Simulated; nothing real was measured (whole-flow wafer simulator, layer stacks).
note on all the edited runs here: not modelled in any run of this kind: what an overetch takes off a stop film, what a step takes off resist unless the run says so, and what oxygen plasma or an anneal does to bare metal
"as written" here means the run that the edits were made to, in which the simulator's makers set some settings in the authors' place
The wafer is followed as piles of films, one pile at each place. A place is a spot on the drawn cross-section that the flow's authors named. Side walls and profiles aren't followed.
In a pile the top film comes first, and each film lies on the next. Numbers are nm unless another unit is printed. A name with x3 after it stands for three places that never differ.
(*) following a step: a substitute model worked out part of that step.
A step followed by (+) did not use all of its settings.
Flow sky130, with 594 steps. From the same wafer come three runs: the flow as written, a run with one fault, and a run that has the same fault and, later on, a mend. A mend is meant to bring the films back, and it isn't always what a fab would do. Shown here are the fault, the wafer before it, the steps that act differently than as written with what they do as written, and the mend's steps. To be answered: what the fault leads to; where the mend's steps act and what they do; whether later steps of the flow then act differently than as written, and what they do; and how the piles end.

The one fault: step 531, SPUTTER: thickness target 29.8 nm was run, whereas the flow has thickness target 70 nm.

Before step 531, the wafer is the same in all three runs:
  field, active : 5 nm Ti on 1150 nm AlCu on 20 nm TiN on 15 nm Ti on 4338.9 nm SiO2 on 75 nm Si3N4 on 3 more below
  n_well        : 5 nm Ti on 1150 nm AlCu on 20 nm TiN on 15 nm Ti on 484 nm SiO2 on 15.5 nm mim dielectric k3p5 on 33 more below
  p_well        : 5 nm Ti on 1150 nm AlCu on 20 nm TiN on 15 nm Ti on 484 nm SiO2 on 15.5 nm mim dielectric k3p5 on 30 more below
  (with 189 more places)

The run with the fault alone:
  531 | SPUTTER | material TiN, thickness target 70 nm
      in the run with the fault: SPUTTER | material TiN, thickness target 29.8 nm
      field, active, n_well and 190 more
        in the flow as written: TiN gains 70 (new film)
        in the run with the fault: TiN gains 29.8 (new film)
  Steps later in the flow that act otherwise than as written (not shown: 11 more steps that differ only slightly, by at most 2% or 0.5 nm, whichever is larger):
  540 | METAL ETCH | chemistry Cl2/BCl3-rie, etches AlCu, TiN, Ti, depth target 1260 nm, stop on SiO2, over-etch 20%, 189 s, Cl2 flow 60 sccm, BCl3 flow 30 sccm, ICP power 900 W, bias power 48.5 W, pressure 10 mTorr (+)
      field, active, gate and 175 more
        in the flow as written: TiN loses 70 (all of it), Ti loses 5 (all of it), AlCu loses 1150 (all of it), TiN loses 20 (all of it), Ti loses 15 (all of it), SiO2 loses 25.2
        in the run with the fault: TiN loses 29.8 (all of it), Ti loses 5 (all of it), AlCu loses 1150 (all of it), TiN loses 20 (all of it), Ti loses 15 (all of it), SiO2 loses 29.2
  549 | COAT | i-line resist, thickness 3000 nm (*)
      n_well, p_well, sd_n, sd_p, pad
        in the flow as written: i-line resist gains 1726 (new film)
        in the run with the fault: i-line resist gains 1761.9 (new film)
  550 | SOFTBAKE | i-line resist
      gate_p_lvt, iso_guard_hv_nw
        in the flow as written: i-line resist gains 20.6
        in the run with the fault: i-line resist gains 19.8
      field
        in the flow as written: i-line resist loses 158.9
        in the run with the fault: i-line resist loses 155.4
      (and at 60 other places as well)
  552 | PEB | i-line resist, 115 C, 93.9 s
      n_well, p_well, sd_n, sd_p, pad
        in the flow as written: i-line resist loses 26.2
        in the run with the fault: i-line resist loses 26.8
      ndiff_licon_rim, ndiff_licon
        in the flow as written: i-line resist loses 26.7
        in the run with the fault: i-line resist loses 27.3
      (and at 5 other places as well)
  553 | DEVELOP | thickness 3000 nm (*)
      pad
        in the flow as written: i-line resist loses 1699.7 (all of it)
        in the run with the fault: i-line resist loses 1735 (all of it)
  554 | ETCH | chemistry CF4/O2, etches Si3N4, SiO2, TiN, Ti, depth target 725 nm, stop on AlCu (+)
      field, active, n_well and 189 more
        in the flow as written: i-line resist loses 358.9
        in the run with the fault: i-line resist loses 318.7
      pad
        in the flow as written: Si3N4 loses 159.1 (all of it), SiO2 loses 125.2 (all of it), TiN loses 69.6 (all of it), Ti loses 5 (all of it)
        in the run with the fault: Si3N4 loses 159.1 (all of it), SiO2 loses 125.2 (all of it), TiN loses 29.4 (all of it), Ti loses 5 (all of it)
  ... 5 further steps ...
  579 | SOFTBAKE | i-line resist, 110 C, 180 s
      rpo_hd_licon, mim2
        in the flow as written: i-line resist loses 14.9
        in the run with the fault: i-line resist loses 14.3
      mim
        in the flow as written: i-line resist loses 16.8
        in the run with the fault: i-line resist loses 16.2
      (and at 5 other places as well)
  By the end, the piles at n_well, p_well, sd_n and 11 more depart from the flow's by more than 2% or 0.5 nm, whichever is larger.
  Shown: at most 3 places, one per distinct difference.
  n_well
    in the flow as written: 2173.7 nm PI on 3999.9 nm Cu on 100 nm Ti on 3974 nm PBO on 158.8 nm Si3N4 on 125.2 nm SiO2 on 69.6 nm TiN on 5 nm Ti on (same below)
    in the run with the fault: 2178.4 nm PI on 3999.9 nm Cu on 100 nm Ti on 4002.9 nm PBO on 158.8 nm Si3N4 on 125.2 nm SiO2 on 29.4 nm TiN on 5 nm Ti on (same below)
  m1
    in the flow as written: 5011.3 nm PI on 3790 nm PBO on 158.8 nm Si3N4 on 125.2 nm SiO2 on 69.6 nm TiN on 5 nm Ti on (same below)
    in the run with the fault: 5013.4 nm PI on 3823.4 nm PBO on 158.8 nm Si3N4 on 125.2 nm SiO2 on 29.4 nm TiN on 5 nm Ti on (same below)
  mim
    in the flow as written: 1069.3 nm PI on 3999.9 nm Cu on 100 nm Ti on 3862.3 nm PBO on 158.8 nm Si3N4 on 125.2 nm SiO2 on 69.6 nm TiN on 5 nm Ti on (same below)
    in the run with the fault: 1072.8 nm PI on 3999.9 nm Cu on 100 nm Ti on 3893.5 nm PBO on 158.8 nm Si3N4 on 125.2 nm SiO2 on 29.4 nm TiN on 5 nm Ti on (same below)

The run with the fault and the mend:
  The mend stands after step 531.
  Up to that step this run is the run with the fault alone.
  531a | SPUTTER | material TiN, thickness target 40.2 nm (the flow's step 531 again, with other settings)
      field, active, n_well and 190 more
        TiN gains 40.2
  Every later step of the flow that is run acts as written at every place that is followed.
  At every place that both follow, the piles at the end match the flow's.
